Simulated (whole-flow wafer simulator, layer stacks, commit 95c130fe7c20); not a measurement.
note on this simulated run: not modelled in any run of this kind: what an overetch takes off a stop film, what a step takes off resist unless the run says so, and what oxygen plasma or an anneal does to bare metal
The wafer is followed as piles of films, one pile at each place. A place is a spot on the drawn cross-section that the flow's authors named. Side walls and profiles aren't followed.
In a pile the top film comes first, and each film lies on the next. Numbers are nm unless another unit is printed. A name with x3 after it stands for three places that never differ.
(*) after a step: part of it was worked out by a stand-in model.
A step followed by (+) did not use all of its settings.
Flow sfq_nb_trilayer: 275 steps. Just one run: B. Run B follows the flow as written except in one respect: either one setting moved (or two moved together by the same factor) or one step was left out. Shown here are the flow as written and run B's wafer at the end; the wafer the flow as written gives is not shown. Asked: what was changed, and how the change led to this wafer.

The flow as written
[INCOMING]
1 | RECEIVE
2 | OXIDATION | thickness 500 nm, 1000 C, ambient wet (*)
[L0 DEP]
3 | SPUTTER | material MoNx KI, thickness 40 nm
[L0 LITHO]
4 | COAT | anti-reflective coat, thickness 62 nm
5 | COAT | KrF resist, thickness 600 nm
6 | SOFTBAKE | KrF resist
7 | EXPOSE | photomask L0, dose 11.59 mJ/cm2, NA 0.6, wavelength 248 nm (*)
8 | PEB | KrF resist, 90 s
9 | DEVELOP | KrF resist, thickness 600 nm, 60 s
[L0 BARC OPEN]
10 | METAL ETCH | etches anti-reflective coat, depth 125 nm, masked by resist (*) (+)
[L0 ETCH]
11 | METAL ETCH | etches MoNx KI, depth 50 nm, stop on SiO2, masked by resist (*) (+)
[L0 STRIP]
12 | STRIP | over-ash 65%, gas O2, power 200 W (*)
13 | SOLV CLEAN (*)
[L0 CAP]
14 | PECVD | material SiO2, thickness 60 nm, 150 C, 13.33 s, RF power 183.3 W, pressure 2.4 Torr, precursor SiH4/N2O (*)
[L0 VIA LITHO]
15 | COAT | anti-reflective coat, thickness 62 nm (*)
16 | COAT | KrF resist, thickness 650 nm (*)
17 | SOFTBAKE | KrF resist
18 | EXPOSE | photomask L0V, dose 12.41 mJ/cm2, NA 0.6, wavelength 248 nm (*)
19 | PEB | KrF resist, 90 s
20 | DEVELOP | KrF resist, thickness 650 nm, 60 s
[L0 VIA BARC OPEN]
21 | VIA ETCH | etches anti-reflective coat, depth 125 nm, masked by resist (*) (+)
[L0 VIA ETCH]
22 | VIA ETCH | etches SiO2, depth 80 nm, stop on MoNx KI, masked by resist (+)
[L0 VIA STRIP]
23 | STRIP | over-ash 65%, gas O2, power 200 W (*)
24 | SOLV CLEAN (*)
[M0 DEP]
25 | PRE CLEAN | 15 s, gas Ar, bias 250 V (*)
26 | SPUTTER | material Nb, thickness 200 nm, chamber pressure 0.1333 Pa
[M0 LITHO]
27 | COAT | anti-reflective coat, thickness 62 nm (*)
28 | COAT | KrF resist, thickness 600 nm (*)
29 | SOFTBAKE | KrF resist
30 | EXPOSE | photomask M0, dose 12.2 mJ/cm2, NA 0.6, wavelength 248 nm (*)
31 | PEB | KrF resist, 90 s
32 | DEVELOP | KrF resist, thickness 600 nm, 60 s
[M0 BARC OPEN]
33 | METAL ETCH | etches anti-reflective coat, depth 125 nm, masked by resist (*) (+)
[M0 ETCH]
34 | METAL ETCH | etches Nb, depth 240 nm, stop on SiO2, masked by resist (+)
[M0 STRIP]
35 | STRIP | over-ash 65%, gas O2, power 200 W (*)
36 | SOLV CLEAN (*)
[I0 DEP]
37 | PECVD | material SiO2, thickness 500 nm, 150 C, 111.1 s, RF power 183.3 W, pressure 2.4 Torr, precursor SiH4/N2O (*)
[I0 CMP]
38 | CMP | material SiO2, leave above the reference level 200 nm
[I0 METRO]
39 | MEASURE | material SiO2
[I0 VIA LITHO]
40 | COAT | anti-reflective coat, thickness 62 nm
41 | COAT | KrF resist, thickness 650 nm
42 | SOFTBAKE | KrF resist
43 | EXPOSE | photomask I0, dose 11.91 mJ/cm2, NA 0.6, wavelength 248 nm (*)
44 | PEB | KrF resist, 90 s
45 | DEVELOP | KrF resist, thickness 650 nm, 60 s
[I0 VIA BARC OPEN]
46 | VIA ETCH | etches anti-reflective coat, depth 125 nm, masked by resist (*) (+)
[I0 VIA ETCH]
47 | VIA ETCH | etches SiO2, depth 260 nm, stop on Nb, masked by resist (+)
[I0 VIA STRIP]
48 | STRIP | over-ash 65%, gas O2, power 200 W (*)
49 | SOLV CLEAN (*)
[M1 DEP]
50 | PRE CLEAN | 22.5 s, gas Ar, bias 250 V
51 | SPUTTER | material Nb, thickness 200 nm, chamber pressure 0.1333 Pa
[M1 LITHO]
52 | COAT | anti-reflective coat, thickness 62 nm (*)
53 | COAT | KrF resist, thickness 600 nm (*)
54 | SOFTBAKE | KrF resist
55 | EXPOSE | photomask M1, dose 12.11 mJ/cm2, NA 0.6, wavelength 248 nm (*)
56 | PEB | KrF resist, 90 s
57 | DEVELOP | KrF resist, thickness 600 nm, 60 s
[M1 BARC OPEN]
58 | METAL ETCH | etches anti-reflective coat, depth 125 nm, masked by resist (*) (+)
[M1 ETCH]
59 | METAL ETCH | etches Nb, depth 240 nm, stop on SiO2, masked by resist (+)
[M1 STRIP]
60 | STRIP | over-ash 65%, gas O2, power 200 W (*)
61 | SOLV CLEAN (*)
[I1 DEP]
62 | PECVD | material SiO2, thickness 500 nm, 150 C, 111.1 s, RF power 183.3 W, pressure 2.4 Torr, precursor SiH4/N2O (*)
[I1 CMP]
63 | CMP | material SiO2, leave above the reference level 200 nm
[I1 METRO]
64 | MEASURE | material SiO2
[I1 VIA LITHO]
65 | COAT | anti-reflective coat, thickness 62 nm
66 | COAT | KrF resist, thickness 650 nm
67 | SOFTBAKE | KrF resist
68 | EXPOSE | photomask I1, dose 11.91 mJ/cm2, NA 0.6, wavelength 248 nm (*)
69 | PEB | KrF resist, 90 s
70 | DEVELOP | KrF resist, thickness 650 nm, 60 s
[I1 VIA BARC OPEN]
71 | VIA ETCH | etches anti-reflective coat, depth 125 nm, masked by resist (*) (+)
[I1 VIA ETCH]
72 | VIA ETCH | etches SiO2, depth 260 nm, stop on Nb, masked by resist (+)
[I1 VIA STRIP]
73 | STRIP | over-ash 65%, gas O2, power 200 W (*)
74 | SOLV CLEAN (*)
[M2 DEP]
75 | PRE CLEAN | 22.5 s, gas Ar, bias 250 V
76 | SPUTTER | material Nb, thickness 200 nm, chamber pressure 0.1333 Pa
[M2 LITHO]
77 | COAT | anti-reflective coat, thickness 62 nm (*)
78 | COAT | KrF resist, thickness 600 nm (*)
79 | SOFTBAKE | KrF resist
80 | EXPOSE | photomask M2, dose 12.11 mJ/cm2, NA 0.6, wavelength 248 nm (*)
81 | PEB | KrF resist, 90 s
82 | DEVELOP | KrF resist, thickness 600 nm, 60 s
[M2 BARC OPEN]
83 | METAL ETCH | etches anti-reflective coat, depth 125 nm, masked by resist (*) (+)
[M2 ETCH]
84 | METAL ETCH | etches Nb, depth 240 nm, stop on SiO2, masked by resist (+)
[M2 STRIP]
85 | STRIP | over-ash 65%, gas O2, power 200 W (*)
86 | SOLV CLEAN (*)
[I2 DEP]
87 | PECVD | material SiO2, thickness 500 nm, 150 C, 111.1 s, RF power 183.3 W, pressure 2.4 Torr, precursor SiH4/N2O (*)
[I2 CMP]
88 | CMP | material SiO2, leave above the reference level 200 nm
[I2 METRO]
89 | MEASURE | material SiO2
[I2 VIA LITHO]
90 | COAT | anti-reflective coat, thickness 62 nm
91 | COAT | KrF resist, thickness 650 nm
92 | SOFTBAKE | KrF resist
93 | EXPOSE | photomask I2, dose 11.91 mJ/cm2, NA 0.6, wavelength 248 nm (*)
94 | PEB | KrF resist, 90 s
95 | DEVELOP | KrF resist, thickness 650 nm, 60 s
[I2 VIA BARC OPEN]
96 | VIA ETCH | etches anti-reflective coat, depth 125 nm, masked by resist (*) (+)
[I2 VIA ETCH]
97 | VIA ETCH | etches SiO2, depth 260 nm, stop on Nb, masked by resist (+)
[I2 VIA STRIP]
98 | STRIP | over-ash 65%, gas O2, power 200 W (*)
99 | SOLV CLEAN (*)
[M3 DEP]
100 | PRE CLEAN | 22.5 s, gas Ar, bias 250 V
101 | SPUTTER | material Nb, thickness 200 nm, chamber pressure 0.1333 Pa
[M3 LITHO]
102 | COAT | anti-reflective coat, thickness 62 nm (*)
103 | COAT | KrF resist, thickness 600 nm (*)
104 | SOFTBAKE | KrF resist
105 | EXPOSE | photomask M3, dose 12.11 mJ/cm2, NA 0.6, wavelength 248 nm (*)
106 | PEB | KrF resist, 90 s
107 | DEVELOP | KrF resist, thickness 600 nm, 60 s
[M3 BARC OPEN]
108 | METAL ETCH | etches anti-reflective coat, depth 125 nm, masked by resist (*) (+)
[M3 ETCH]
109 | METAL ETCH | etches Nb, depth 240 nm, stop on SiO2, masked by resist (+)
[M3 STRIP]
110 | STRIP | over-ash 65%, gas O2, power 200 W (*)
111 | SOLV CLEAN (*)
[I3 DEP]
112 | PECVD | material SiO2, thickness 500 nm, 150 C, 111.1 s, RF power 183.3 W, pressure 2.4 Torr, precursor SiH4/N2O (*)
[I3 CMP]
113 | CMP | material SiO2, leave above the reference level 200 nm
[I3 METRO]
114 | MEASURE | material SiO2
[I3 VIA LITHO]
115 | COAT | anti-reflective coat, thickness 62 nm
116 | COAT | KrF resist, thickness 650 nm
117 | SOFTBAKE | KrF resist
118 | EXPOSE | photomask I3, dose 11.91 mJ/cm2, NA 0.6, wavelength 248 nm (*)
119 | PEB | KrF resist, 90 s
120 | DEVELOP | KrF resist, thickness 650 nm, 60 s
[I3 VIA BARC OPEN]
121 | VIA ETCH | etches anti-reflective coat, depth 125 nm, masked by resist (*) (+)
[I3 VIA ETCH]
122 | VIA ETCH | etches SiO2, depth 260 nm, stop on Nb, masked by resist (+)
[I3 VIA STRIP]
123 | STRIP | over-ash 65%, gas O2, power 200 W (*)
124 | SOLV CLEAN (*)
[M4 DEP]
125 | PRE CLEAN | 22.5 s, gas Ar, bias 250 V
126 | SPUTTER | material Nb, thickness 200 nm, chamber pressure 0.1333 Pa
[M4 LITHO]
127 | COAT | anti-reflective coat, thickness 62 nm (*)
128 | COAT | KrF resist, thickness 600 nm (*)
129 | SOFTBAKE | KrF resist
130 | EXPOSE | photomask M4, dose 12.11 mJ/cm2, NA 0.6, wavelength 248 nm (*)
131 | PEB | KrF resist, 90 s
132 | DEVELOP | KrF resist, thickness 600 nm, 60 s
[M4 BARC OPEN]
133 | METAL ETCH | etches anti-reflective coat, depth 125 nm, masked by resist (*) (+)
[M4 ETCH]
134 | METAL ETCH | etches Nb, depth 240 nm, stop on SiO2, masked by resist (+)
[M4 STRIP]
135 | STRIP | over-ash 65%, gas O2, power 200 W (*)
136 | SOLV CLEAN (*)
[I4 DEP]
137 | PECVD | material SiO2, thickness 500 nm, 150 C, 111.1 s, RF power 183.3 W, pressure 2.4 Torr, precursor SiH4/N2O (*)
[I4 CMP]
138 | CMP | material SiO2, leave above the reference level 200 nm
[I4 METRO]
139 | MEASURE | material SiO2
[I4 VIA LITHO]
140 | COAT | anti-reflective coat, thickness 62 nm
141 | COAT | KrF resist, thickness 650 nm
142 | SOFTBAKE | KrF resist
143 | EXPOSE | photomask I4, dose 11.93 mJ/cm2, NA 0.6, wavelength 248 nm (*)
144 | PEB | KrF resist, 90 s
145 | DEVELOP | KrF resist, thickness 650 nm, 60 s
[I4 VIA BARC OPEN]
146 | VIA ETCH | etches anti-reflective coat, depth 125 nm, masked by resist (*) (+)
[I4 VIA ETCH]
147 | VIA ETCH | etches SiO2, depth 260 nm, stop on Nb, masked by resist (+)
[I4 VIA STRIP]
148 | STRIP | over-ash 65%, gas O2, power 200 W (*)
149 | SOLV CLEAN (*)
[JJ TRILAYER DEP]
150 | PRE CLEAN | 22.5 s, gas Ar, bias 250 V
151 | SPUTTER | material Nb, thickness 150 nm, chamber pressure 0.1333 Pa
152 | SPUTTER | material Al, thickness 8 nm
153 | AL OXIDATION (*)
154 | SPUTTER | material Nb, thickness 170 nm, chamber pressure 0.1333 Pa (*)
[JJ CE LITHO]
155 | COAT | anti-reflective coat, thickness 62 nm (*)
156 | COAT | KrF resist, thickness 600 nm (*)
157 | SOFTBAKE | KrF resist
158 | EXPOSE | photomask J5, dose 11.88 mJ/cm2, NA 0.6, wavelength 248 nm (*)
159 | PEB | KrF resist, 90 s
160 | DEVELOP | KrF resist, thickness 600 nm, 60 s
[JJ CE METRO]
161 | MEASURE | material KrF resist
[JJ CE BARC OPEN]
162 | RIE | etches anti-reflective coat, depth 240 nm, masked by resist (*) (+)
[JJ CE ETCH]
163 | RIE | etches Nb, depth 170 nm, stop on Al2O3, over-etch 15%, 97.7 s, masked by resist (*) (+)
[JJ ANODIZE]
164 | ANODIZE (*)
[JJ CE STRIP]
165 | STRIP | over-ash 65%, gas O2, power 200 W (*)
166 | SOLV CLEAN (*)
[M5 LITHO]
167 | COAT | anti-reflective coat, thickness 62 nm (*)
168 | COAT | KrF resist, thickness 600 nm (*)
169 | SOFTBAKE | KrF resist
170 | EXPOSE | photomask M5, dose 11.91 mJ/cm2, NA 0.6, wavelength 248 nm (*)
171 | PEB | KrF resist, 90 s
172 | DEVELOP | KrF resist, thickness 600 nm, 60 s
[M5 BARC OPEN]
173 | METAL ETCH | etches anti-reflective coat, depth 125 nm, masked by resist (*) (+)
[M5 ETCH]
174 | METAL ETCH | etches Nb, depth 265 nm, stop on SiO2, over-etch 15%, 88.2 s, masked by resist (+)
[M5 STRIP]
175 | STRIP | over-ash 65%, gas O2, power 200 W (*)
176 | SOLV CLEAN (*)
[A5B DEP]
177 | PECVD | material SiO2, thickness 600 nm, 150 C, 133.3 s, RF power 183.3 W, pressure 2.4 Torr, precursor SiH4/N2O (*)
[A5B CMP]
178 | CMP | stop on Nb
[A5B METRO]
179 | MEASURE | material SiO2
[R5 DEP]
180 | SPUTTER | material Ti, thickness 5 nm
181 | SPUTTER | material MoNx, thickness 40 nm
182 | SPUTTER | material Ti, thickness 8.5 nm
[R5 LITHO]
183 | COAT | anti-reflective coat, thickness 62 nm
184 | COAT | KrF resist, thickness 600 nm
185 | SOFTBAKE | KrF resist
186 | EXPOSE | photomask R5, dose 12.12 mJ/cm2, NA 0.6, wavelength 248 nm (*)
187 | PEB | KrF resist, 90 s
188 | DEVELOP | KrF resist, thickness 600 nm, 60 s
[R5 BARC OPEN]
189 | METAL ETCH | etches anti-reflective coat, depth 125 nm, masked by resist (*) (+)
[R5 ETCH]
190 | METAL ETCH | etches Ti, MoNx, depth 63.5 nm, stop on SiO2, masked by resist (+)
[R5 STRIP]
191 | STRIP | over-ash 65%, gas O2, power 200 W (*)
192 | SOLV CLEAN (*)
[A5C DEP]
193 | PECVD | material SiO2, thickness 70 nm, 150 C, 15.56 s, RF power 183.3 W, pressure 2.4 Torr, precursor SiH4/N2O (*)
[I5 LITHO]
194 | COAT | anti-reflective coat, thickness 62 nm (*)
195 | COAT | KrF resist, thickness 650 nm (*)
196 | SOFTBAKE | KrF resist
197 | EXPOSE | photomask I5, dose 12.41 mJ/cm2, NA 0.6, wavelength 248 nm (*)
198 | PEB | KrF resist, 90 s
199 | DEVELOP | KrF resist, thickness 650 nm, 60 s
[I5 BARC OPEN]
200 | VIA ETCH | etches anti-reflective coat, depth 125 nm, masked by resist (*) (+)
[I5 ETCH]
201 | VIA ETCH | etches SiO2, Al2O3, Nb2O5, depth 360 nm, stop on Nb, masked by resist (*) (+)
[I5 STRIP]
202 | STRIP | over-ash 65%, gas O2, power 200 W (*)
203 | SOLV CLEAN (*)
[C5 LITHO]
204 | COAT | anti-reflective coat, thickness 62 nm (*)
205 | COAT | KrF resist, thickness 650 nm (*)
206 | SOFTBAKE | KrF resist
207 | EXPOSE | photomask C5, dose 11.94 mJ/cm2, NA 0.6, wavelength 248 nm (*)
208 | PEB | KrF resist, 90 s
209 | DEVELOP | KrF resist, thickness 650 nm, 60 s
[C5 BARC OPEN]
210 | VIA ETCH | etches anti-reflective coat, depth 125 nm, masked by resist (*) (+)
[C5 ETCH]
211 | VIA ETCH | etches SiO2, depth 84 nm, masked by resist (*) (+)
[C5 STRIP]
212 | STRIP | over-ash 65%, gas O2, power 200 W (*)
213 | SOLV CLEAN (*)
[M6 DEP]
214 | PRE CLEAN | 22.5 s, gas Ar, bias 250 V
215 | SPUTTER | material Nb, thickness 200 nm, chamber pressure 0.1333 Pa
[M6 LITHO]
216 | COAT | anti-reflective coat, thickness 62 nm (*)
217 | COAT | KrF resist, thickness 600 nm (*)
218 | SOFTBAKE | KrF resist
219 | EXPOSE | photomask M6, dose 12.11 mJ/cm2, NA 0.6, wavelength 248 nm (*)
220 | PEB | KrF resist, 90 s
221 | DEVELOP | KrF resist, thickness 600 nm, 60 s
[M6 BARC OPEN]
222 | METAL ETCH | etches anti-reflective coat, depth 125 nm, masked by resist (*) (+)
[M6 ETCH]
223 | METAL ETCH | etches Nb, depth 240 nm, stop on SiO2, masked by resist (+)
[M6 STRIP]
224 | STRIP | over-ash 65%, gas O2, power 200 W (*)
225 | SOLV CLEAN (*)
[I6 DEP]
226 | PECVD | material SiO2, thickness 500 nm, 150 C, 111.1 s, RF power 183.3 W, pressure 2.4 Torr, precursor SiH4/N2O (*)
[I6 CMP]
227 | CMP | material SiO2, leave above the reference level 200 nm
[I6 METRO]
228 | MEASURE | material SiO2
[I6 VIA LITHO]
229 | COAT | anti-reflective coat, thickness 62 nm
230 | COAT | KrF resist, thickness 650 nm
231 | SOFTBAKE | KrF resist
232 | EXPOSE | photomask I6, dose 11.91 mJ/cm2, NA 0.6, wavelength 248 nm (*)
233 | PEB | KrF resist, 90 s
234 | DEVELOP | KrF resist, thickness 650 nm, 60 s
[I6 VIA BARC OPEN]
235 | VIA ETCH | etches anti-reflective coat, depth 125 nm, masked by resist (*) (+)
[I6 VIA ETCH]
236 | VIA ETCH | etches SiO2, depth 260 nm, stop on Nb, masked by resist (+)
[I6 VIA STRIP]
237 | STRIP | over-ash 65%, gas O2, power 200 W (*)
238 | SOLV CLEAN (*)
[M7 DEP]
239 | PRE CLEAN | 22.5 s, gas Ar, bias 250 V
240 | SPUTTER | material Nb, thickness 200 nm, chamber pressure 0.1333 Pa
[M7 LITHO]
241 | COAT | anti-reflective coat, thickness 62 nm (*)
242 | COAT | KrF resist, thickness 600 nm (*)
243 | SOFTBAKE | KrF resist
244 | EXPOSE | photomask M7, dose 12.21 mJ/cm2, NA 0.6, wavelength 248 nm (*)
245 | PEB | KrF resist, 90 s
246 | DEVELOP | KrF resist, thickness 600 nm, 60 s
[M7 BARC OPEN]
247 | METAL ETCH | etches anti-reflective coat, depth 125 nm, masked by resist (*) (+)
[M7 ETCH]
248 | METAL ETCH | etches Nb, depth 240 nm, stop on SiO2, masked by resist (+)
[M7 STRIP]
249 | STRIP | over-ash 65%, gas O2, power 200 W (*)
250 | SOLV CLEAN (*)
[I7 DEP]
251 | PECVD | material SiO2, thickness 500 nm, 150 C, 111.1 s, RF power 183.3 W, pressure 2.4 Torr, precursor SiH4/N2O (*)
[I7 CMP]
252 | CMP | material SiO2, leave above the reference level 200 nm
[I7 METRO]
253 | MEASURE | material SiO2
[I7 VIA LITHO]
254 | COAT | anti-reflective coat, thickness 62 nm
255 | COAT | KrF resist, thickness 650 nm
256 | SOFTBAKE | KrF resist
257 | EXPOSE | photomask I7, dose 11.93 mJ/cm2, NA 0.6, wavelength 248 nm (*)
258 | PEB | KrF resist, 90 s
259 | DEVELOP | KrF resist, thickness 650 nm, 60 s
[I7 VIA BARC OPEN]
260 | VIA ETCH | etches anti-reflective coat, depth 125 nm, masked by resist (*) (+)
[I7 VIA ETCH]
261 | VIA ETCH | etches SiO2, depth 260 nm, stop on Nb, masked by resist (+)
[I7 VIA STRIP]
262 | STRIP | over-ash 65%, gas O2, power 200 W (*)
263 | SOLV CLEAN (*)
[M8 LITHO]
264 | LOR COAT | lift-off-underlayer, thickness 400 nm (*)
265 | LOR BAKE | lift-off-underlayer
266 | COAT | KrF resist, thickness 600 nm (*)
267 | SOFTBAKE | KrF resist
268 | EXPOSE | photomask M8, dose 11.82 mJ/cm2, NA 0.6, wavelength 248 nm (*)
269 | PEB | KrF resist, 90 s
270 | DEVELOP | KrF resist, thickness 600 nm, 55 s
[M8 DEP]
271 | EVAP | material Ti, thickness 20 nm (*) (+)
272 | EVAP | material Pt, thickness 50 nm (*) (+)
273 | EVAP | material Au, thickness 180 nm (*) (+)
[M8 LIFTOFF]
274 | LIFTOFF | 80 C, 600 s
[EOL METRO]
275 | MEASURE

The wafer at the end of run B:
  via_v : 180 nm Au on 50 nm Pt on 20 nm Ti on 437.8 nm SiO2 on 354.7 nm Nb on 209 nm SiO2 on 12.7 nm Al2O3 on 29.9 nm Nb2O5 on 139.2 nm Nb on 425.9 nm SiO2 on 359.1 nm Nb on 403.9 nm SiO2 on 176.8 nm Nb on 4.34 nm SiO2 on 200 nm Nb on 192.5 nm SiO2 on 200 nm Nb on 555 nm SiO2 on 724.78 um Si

What caused this: step 72, VIA ETCH: depth 188 nm was run, though the flow has depth 260 nm.

Step by step, how the change led to this:
  72 | VIA ETCH | etches SiO2, depth 260 nm, stop on Nb, masked by resist (+)
      via_v: -188 SiO2 (in the flow as written it would be: -199.8 SiO2 (all of it))
      field_l, v_sur, via_wl and 102 more: -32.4 KrF resist (in the flow as written it would be: -44.8 KrF resist)
  73 | STRIP | over-ash 65%, gas O2, power 200 W (*)
      field_l, v_sur, via_wl and 102 more: -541 KrF resist (all of it), -62 anti-reflective coat (all of it) (in the flow as written it would be: -528.6 KrF resist (all of it), -62 anti-reflective coat (all of it))
  75 | PRE CLEAN | 22.5 s, gas Ar, bias 250 V
      via_v: -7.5 SiO2 (in the flow as written it would be: -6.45 Nb)
  76 | SPUTTER | material Nb, thickness 200 nm, chamber pressure 0.1333 Pa
      via_v: +176.8 Nb (new film) (in the flow as written it would be: +174.5 Nb)
  87 | PECVD | material SiO2, thickness 500 nm, 150 C, 111.1 s, RF power 183.3 W, pressure 2.4 Torr, precursor SiH4/N2O (*)
      via_v: +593 SiO2 (new film) (in the flow as written it would be: +606 SiO2 (new film))
With metal films that touch counted as one body, via_v has 7 bodies (between them, from the top down: SiO2 437.8; SiO2 209 / Al2O3 12.7 / Nb2O5 29.9; SiO2 425.9; SiO2 403.9; SiO2 4.34; SiO2 192.5); the flow as written gives 6 bodies (between them, from the top down: SiO2 437.8; SiO2 209 / Al2O3 12.7 / Nb2O5 29.9; SiO2 425.9; SiO2 416.9; SiO2 192.5).
